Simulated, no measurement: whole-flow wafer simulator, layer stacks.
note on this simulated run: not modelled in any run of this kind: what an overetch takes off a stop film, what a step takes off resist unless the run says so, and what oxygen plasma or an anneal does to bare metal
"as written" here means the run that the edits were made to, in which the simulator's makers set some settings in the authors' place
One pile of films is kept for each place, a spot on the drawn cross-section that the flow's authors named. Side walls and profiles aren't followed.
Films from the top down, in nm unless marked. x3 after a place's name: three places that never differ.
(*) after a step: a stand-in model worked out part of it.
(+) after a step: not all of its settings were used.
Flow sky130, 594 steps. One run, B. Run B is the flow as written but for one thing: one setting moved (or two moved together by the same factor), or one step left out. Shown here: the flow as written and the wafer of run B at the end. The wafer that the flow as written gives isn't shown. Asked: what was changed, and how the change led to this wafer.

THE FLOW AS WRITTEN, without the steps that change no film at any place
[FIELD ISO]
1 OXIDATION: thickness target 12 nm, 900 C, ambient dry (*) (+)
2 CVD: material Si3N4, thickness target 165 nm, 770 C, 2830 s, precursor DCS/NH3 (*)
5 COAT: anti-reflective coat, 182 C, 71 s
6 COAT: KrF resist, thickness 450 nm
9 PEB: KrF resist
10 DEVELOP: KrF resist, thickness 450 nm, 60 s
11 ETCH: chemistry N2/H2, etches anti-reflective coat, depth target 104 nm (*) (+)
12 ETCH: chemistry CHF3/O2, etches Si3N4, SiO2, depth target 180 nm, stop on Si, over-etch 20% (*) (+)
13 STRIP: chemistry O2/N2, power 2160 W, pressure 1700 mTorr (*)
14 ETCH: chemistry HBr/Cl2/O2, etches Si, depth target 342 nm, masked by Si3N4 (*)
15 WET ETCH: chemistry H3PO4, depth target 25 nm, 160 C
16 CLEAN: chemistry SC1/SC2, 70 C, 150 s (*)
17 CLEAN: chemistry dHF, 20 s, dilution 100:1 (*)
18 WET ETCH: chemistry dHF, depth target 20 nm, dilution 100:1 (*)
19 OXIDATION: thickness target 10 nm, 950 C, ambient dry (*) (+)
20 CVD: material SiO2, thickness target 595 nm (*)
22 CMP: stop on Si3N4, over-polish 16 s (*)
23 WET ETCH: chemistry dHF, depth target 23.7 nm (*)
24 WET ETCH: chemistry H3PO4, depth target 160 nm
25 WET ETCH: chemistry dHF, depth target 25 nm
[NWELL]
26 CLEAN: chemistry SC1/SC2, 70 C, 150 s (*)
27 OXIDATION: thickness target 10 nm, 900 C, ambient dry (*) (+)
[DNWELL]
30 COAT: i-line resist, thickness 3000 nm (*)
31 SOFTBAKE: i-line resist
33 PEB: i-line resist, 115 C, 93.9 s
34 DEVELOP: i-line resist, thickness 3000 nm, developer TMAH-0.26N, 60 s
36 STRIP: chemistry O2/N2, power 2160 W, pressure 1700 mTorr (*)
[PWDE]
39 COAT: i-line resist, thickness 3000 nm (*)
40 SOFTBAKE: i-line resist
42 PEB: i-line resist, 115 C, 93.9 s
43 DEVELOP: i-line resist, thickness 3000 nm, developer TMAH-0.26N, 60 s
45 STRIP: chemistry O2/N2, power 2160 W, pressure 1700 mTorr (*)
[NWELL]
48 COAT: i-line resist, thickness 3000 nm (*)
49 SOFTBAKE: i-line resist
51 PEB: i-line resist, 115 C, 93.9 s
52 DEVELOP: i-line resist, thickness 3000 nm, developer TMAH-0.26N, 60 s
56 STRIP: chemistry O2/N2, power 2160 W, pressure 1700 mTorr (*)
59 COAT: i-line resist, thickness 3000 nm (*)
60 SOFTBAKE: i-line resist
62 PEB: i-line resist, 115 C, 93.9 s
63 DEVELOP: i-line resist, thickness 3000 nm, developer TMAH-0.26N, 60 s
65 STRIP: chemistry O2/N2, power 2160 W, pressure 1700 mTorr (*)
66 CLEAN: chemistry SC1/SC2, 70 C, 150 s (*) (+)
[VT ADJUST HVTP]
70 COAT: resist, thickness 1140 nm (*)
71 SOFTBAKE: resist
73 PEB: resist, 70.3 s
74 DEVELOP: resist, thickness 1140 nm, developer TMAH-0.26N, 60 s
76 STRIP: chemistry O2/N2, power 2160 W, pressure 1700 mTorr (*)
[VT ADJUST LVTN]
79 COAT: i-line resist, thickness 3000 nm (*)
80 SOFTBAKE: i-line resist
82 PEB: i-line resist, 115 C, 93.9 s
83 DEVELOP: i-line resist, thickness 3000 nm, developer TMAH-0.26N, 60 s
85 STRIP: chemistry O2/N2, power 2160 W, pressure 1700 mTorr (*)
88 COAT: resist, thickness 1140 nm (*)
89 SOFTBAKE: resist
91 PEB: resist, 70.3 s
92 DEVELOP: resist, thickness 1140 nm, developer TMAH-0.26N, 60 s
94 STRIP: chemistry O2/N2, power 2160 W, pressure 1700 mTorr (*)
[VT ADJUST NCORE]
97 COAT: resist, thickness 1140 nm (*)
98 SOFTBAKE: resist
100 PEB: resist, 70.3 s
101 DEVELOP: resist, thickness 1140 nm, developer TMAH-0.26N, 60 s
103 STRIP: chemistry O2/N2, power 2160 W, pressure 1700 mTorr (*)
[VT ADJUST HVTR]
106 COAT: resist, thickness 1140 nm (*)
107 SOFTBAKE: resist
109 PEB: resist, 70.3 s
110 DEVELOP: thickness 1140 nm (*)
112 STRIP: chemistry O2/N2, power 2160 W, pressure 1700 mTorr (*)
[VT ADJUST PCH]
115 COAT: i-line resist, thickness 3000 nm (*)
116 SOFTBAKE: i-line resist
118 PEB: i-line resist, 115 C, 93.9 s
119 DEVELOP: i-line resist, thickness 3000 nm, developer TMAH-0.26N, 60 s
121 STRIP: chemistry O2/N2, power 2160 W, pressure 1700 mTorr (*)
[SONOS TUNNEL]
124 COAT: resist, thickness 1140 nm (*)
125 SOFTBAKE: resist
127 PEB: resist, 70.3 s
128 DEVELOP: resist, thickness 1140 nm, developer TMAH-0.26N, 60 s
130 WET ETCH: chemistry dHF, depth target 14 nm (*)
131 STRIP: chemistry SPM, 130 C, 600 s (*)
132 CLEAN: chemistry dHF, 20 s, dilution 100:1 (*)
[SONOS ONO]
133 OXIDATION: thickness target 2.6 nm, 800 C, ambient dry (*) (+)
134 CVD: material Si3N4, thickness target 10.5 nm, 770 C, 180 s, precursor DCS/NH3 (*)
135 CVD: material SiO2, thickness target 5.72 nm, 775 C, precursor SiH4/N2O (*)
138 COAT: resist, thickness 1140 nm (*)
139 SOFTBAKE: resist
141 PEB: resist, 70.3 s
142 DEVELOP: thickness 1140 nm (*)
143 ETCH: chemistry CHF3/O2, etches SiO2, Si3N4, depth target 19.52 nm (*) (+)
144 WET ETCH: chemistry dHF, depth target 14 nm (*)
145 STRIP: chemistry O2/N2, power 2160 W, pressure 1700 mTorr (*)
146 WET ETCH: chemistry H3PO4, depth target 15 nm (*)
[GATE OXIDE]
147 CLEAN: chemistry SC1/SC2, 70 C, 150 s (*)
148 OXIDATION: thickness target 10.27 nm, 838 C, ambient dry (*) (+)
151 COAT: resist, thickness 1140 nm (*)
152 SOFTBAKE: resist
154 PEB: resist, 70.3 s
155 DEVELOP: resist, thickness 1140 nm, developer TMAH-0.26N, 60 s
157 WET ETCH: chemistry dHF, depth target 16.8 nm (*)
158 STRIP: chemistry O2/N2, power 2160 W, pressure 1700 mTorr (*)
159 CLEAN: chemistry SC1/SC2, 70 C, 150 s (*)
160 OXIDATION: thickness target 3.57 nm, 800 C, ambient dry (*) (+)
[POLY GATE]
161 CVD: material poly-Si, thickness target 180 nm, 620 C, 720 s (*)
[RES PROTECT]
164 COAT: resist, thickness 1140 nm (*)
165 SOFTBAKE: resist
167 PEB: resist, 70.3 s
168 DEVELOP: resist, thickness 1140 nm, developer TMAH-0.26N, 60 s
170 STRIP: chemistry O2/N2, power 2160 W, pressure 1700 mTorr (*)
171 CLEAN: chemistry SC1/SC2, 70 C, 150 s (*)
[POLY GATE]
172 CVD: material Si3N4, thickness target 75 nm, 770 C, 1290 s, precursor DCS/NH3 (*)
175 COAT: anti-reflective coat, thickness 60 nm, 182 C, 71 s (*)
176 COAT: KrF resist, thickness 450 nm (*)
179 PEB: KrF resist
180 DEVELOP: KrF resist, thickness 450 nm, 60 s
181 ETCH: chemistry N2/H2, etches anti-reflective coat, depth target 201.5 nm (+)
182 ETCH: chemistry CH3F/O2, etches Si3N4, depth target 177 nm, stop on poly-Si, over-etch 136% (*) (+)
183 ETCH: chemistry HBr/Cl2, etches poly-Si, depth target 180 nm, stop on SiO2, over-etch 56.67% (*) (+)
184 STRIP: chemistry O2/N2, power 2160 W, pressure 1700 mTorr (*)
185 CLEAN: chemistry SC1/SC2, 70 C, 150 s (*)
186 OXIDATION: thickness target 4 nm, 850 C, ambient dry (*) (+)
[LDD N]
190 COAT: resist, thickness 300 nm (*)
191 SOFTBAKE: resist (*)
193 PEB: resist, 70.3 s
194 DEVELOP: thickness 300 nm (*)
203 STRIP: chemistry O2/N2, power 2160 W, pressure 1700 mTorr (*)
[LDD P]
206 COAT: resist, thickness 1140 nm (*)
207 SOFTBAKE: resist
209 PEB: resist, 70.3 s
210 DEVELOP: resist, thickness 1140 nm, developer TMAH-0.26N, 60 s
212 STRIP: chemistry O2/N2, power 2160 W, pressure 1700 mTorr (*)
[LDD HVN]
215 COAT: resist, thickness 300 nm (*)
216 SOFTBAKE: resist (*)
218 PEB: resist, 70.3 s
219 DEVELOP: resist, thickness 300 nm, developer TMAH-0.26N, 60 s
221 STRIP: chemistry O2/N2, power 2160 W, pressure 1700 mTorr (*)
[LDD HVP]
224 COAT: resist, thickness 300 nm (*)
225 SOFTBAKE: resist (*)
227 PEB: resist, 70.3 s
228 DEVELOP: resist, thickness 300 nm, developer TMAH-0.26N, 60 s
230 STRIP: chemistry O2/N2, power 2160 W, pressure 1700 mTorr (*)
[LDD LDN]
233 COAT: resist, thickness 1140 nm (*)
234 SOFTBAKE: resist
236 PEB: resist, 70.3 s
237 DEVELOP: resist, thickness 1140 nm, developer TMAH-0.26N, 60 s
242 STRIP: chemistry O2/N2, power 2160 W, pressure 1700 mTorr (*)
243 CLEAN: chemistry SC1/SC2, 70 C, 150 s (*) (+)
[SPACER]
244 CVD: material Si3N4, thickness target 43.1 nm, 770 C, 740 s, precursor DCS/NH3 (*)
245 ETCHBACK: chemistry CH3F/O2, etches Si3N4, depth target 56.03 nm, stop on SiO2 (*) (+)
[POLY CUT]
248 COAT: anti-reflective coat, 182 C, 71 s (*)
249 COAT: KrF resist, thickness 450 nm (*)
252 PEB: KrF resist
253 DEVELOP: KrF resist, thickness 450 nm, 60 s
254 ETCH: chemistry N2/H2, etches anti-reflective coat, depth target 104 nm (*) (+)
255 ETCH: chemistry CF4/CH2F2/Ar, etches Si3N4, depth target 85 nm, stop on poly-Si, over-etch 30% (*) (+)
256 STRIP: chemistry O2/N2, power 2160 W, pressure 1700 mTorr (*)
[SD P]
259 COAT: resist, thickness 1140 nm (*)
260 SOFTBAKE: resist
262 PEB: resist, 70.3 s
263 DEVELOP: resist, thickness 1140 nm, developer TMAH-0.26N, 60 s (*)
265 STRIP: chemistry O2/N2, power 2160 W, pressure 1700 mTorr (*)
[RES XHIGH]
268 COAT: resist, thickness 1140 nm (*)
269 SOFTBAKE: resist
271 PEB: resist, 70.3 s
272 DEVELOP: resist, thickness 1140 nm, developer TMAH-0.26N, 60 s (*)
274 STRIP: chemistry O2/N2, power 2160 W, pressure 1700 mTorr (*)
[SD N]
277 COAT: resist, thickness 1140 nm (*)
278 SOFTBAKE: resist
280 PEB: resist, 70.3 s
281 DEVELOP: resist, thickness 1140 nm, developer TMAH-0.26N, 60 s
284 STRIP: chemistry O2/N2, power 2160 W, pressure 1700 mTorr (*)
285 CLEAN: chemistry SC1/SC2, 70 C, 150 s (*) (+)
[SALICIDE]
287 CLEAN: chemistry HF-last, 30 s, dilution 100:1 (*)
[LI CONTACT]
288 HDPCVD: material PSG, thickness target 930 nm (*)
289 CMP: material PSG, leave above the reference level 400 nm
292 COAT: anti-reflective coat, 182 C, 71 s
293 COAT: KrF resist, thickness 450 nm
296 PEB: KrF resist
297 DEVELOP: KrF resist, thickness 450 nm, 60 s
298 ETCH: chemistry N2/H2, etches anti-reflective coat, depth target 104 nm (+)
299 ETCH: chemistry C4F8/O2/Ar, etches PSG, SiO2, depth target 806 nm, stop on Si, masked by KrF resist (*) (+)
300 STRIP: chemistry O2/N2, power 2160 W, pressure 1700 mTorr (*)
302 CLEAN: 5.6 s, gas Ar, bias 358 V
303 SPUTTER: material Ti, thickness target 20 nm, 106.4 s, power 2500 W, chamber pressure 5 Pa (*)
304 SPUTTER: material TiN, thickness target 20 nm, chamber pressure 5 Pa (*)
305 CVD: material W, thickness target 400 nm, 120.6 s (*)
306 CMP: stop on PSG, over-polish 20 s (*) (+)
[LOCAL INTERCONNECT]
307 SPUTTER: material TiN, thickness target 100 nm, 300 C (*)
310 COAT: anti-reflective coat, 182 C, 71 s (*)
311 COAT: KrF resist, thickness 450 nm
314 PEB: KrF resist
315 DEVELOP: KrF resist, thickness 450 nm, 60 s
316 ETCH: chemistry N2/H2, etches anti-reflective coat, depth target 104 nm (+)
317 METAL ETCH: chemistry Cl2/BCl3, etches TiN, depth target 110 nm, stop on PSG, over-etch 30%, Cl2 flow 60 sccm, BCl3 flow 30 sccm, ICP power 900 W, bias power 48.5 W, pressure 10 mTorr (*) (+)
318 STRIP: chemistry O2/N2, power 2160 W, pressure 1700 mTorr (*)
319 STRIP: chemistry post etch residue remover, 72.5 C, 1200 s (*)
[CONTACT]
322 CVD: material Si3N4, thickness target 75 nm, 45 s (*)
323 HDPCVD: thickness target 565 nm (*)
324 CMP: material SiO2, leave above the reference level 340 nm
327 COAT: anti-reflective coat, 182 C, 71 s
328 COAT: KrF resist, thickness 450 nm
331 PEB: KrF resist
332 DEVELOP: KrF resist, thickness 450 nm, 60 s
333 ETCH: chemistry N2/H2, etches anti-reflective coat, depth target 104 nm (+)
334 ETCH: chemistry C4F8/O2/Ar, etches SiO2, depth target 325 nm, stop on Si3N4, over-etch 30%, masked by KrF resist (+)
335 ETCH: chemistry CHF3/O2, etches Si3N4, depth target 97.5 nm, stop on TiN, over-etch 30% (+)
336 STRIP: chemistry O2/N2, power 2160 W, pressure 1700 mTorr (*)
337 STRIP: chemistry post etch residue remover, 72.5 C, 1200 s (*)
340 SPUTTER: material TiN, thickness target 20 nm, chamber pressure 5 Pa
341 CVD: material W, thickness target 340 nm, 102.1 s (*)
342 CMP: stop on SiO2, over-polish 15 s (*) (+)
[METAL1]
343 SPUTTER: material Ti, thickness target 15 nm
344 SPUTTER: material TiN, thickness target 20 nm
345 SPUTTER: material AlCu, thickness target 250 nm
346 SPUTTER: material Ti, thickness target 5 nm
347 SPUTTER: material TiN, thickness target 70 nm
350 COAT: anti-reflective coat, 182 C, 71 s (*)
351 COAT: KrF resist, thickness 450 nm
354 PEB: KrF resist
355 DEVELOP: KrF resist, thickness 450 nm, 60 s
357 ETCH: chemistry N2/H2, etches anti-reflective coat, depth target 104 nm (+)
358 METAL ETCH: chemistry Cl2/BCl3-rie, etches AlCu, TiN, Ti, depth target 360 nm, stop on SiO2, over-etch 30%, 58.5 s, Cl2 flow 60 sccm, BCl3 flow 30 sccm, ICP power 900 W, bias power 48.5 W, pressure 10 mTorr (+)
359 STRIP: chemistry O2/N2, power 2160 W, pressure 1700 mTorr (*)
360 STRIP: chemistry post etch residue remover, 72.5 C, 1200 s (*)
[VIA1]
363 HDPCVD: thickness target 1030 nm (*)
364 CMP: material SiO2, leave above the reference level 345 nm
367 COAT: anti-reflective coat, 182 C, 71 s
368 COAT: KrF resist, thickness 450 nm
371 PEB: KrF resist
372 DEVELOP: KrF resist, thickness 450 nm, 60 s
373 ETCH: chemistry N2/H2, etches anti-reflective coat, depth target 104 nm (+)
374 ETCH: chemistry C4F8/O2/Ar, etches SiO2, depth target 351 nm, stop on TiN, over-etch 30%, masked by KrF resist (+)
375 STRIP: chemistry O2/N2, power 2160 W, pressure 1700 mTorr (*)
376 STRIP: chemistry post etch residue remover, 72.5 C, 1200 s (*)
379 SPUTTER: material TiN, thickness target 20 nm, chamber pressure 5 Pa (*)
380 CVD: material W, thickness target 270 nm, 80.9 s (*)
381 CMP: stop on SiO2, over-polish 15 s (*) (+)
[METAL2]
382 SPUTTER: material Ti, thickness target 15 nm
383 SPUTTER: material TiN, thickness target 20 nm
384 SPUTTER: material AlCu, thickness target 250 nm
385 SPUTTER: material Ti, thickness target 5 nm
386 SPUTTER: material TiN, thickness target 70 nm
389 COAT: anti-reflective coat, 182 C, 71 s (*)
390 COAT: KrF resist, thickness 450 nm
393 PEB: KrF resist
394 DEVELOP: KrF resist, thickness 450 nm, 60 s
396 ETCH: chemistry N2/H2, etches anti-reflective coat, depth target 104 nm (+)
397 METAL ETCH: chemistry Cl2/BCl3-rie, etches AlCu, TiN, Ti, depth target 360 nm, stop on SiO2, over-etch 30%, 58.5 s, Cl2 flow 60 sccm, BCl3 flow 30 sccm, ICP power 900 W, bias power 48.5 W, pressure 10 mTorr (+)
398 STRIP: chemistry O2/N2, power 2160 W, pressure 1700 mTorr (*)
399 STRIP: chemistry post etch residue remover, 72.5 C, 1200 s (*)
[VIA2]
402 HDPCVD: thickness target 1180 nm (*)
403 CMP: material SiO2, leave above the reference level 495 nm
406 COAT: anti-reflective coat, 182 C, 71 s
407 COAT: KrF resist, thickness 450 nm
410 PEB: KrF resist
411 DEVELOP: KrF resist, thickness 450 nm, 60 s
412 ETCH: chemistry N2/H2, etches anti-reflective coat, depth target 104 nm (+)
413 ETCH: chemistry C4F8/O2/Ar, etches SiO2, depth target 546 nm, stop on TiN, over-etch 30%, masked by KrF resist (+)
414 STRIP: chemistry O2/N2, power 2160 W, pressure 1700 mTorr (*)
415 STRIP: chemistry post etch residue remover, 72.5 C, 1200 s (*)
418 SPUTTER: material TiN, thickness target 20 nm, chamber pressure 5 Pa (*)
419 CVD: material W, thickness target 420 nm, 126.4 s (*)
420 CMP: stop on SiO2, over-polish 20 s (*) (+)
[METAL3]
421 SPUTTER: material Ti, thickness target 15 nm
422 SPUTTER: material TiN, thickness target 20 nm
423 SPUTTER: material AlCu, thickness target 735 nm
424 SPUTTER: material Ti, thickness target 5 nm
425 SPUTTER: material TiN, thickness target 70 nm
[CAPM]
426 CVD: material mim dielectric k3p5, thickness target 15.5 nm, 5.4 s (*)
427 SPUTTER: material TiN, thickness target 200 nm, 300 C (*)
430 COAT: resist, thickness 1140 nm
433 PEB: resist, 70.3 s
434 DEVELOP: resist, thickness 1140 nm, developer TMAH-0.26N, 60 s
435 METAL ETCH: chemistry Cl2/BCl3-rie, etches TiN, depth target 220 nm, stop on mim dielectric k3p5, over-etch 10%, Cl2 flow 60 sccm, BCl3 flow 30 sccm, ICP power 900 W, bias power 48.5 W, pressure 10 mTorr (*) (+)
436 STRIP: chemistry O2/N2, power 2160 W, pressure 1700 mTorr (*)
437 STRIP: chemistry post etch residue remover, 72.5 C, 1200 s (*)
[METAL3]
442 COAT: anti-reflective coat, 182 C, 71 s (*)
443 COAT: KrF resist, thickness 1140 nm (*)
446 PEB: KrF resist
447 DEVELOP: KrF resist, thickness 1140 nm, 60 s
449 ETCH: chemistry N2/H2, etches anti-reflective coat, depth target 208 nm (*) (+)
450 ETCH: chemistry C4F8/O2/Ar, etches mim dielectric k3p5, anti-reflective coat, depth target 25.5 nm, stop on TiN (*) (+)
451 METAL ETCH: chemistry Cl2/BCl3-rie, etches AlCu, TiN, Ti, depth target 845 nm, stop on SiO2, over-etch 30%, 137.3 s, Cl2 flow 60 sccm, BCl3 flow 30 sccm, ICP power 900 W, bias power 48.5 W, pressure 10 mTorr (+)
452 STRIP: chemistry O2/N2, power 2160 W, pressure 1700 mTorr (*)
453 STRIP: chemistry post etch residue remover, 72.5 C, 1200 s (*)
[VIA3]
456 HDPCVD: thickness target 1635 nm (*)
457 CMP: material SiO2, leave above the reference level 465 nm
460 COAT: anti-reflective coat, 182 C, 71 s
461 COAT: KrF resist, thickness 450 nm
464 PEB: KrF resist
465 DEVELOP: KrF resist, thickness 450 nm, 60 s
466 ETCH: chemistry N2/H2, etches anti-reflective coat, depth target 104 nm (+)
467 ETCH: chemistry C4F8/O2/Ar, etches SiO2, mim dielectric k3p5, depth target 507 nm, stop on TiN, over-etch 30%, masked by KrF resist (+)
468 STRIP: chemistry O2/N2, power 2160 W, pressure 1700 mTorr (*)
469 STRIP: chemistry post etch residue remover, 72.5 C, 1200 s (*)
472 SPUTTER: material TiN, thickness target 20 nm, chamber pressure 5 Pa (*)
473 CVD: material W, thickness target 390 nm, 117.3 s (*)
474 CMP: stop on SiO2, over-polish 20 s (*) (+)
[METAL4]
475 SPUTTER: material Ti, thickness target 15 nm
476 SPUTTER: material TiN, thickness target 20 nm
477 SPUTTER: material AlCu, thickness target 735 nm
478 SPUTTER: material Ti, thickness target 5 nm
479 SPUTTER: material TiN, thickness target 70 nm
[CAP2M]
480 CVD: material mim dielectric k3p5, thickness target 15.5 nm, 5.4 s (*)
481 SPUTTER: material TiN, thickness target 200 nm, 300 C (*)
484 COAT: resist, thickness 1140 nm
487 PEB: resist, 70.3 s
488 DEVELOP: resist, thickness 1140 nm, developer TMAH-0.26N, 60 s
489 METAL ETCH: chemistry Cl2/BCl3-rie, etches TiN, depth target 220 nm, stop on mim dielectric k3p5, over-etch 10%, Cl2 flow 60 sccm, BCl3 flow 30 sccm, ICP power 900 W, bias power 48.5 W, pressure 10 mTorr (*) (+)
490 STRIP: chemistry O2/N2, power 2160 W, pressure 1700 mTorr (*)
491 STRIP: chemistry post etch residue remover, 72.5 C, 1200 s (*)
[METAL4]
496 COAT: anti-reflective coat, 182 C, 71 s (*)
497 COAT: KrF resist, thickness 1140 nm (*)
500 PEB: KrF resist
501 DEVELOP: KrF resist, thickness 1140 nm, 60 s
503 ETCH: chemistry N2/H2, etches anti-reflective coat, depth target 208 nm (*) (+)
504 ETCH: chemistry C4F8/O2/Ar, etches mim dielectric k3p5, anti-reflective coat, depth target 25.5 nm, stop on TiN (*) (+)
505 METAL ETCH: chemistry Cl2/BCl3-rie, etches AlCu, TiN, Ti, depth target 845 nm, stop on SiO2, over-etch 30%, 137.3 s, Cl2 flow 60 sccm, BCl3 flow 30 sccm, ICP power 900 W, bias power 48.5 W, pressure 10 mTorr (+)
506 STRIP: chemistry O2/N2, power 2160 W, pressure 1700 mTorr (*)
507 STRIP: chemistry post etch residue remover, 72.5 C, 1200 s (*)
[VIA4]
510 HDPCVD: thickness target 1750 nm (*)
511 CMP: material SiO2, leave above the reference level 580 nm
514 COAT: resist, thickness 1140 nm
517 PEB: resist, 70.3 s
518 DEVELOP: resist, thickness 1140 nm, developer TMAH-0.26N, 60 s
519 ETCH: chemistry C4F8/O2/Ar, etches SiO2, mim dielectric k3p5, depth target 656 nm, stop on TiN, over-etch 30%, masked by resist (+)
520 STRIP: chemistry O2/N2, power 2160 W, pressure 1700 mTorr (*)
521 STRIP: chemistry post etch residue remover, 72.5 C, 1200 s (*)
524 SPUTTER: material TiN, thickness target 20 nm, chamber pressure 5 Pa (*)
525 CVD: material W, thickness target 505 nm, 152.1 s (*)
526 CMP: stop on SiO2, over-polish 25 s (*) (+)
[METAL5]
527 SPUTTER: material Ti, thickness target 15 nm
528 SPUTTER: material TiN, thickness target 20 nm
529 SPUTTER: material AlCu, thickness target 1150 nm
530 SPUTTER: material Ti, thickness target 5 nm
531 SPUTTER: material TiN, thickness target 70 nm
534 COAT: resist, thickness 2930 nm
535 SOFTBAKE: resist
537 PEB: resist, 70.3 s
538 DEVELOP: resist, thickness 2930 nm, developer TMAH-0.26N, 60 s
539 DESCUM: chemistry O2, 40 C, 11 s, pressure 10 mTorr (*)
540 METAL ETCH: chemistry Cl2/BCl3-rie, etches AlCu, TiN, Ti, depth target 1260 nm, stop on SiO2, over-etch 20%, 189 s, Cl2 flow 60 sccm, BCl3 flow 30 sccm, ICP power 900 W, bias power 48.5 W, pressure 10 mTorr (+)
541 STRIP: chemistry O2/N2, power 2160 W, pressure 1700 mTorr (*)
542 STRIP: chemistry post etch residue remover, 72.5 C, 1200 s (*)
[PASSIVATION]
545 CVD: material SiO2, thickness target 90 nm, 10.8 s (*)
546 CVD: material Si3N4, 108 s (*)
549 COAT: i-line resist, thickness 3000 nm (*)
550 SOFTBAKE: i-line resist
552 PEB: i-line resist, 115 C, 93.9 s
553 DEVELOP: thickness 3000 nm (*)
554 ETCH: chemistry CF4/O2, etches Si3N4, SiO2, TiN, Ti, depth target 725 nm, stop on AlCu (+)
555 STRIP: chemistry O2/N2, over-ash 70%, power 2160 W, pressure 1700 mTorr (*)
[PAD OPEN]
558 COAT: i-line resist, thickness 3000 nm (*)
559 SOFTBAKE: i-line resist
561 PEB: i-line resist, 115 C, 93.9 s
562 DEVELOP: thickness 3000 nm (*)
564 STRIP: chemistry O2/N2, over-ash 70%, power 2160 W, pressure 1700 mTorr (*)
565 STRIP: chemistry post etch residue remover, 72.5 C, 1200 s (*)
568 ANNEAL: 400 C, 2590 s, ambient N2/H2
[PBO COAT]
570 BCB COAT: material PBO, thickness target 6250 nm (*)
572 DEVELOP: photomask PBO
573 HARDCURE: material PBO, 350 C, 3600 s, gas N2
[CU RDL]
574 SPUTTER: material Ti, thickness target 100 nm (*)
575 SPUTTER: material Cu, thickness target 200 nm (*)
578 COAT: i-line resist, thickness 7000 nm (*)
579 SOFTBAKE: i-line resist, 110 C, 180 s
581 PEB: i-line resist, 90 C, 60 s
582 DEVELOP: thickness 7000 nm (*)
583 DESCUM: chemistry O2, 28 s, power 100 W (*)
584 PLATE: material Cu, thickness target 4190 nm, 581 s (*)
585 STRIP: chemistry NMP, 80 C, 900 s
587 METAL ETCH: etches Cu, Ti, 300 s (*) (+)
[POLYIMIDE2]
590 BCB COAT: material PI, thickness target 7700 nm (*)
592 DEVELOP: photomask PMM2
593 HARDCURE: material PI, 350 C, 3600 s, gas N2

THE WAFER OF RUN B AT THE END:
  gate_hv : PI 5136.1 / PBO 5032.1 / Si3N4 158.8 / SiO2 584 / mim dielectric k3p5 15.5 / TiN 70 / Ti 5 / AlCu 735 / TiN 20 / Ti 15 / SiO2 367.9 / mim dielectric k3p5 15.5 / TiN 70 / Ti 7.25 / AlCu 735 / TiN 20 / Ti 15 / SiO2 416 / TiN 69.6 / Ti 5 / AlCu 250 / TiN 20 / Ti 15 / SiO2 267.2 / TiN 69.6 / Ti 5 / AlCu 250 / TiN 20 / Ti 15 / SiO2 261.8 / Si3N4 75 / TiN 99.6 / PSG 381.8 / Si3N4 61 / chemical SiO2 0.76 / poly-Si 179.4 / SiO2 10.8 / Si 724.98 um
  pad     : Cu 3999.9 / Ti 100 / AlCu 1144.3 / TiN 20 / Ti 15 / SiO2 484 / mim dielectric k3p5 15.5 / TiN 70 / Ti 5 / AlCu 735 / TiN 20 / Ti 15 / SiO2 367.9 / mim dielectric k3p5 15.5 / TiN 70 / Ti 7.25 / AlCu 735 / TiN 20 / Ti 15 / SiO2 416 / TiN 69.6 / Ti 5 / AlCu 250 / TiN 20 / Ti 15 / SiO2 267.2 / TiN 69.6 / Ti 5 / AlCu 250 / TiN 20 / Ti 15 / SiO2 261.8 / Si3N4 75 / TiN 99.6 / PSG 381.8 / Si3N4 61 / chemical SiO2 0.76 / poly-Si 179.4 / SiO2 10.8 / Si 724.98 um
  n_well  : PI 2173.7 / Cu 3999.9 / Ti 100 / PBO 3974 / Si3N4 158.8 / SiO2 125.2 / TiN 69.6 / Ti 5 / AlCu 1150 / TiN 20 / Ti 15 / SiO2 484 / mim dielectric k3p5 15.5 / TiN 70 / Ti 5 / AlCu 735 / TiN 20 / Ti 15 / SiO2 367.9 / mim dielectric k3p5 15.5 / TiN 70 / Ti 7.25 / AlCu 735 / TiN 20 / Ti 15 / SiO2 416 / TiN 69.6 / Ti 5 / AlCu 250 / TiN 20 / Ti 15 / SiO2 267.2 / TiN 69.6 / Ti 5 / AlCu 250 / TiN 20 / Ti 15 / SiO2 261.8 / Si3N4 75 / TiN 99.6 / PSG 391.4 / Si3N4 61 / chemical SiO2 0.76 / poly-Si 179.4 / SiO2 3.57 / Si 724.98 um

The cause: step 424, SPUTTER: thickness target 7.25 nm was run, where the flow has thickness target 5 nm.
It can be read off the wafer: gate_hv has Ti 7.25, and step 424 as written asks for 5 nm.

How the change led to this, step by step:
  424 SPUTTER: material Ti, thickness target 5 nm
      field, active, n_well and 188 more: Ti +7.25 (new film) (as written it would be: Ti +5 (new film))
  451 METAL ETCH: chemistry Cl2/BCl3-rie, etches AlCu, TiN, Ti, depth target 845 nm, stop on SiO2, over-etch 30%, 137.3 s, Cl2 flow 60 sccm, BCl3 flow 30 sccm, ICP power 900 W, bias power 48.5 W, pressure 10 mTorr (+)
      field, gate, spacer and 68 more: TiN -70 (all of it), Ti -7.25 (all of it), AlCu -735 (all of it), TiN -20 (all of it), Ti -15 (all of it), SiO2 -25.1 (as written it would be: TiN -70 (all of it), Ti -5 (all of it), AlCu -735 (all of it), TiN -20 (all of it), Ti -15 (all of it), SiO2 -25.4)
      active, vpp_ln, vpp_iso2 and 11 more: TiN -70 (all of it), Ti -7.25 (all of it), AlCu -735 (all of it), TiN -20 (all of it), Ti -15 (all of it), SiO2 -25.1 (as written it would be: TiN -70 (all of it), Ti -5 (all of it), AlCu -735 (all of it), TiN -20 (all of it), Ti -15 (all of it), SiO2 -25.3)
